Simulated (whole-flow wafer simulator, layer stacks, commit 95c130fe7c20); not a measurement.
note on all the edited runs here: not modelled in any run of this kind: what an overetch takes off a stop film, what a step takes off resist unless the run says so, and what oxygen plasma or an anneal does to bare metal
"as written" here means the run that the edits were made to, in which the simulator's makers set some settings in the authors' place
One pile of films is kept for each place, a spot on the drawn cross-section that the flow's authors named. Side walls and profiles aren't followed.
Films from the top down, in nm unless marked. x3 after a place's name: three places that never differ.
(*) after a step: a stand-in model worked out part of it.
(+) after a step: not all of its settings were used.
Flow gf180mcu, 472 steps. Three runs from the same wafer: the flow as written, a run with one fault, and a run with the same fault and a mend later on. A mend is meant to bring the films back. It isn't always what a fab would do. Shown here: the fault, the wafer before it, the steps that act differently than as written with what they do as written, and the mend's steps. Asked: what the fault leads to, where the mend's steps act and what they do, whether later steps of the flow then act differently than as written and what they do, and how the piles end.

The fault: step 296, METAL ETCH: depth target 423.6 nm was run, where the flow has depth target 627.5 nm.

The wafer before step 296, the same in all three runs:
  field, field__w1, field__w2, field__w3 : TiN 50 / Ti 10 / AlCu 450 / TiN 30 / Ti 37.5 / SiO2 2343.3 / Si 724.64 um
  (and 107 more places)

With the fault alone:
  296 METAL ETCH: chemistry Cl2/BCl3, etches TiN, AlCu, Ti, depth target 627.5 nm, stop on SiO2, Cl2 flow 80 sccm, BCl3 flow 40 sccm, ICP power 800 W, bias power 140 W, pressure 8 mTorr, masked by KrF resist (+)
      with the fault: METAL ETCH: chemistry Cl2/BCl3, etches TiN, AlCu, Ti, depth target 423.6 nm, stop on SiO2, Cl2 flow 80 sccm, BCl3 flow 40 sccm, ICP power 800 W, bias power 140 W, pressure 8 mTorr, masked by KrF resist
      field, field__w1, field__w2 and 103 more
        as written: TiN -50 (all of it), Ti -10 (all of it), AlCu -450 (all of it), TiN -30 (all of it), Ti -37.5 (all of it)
        with the fault: TiN -50 (all of it), Ti -10 (all of it), AlCu -363.6
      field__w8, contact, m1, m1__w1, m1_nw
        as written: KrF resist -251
        with the fault: KrF resist -169.4
  Later steps of the flow that act differently than as written:
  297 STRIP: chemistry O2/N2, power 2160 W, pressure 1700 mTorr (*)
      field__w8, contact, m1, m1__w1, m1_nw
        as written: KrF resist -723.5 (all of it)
        with the fault: KrF resist -805.1 (all of it)
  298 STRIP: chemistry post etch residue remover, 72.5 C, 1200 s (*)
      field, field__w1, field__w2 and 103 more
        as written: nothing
        with the fault: AlCu -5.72
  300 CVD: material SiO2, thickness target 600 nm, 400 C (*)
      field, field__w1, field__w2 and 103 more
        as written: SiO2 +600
        with the fault: SiO2 +600 (new film)
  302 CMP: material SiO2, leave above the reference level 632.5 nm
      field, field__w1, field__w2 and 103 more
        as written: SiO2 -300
        with the fault: SiO2 -448.2
  At the end the piles differ from the flow's by more than 2% or 0.5 nm, whichever is larger, at field, field__w1, field__w2 and 104 more.
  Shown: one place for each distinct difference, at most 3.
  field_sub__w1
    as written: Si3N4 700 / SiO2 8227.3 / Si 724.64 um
    with the fault: Si3N4 700 / SiO2 5735.8 / AlCu 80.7 / TiN 30 / Ti 37.5 / SiO2 2343.2 / Si 724.64 um
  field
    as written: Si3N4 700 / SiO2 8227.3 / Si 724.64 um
    with the fault: Si3N4 700 / SiO2 5735.8 / AlCu 80.7 / TiN 30 / Ti 37.5 / SiO2 2343.3 / Si 724.64 um
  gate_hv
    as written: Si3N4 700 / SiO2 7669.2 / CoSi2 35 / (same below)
    with the fault: Si3N4 700 / SiO2 5735.8 / AlCu 80.7 / TiN 30 / Ti 37.5 / SiO2 1785.1 / CoSi2 35 / (same below)

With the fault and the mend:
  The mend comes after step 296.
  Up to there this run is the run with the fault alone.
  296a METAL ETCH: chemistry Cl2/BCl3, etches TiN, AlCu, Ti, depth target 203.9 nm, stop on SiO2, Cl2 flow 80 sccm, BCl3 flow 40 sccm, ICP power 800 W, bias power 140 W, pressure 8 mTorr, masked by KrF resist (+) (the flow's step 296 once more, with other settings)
      field, field__w1, field__w2 and 103 more
        AlCu -86.4 (all of it), TiN -30 (all of it), Ti -37.5 (all of it)
      field__w8, contact, m1, m1__w1, m1_nw
        KrF resist -81.6
  No later step of the flow acts differently than as written at any place that is followed.
  At the end the piles are the same as the flow's at every place that both follow.
